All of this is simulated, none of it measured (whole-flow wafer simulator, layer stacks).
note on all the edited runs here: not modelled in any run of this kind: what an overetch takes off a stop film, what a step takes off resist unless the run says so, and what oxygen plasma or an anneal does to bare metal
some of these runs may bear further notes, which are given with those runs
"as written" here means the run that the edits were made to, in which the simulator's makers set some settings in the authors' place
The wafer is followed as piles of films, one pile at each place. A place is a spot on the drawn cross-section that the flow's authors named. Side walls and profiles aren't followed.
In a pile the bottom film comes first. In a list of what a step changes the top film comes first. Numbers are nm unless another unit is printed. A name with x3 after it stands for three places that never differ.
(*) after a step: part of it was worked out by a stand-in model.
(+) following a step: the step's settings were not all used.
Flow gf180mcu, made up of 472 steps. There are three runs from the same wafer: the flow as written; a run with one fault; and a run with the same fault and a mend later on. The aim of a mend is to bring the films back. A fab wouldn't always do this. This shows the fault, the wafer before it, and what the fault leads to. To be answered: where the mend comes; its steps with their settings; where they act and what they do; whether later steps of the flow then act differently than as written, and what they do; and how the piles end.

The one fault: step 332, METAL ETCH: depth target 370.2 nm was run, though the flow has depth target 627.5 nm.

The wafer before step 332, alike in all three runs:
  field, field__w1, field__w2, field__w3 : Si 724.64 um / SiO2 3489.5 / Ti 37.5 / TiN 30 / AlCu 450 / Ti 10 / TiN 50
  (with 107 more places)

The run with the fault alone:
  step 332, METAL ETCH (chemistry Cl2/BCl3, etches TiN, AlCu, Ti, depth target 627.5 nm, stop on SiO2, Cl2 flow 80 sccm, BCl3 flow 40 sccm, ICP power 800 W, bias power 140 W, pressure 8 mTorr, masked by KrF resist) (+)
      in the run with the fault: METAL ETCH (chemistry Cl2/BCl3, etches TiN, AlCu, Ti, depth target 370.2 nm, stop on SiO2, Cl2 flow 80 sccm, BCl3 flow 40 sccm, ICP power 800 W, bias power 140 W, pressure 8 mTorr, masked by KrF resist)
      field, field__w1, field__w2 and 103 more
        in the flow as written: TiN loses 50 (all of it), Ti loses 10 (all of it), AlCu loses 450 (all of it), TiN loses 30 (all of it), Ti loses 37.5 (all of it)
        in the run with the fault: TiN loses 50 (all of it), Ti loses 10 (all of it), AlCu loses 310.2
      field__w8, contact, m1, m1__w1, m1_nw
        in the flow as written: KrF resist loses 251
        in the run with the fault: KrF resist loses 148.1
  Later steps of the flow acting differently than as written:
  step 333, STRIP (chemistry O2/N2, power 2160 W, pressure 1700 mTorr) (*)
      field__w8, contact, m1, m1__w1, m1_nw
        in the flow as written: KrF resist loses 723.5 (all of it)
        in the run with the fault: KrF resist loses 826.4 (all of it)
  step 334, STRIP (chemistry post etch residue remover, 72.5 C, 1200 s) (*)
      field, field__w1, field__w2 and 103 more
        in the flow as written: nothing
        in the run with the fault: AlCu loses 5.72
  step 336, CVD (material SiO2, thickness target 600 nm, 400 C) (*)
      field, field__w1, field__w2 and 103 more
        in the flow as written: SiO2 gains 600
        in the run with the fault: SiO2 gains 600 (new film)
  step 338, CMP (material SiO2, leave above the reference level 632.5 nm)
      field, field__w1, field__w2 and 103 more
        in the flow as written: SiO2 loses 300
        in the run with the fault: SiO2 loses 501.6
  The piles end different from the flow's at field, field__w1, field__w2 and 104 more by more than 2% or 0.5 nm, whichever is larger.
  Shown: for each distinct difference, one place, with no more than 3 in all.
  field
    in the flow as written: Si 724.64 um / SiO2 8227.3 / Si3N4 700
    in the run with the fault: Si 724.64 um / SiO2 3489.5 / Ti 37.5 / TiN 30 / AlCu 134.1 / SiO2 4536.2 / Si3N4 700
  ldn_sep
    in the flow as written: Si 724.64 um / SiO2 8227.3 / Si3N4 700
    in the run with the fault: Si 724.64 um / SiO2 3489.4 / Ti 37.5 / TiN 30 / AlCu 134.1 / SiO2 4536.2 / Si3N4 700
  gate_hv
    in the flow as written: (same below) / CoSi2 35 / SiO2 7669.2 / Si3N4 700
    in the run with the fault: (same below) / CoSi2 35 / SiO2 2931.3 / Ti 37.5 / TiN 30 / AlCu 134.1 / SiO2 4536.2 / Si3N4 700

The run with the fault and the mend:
  The mend stands after step 332.
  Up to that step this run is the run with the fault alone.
  step 332a, METAL ETCH (chemistry Cl2/BCl3, etches TiN, AlCu, Ti, depth target 257.3 nm, stop on SiO2, Cl2 flow 80 sccm, BCl3 flow 40 sccm, ICP power 800 W, bias power 140 W, pressure 8 mTorr, masked by KrF resist) (+) (the flow's step 332 again, with other settings)
      field, field__w1, field__w2 and 103 more
        AlCu loses 139.8 (all of it), TiN loses 30 (all of it), Ti loses 37.5 (all of it)
      field__w8, contact, m1, m1__w1, m1_nw
        KrF resist loses 102.9
  None of the later steps of the flow acts differently than as written at any place that is followed.
  The piles end the same as the flow's at every place that both follow.
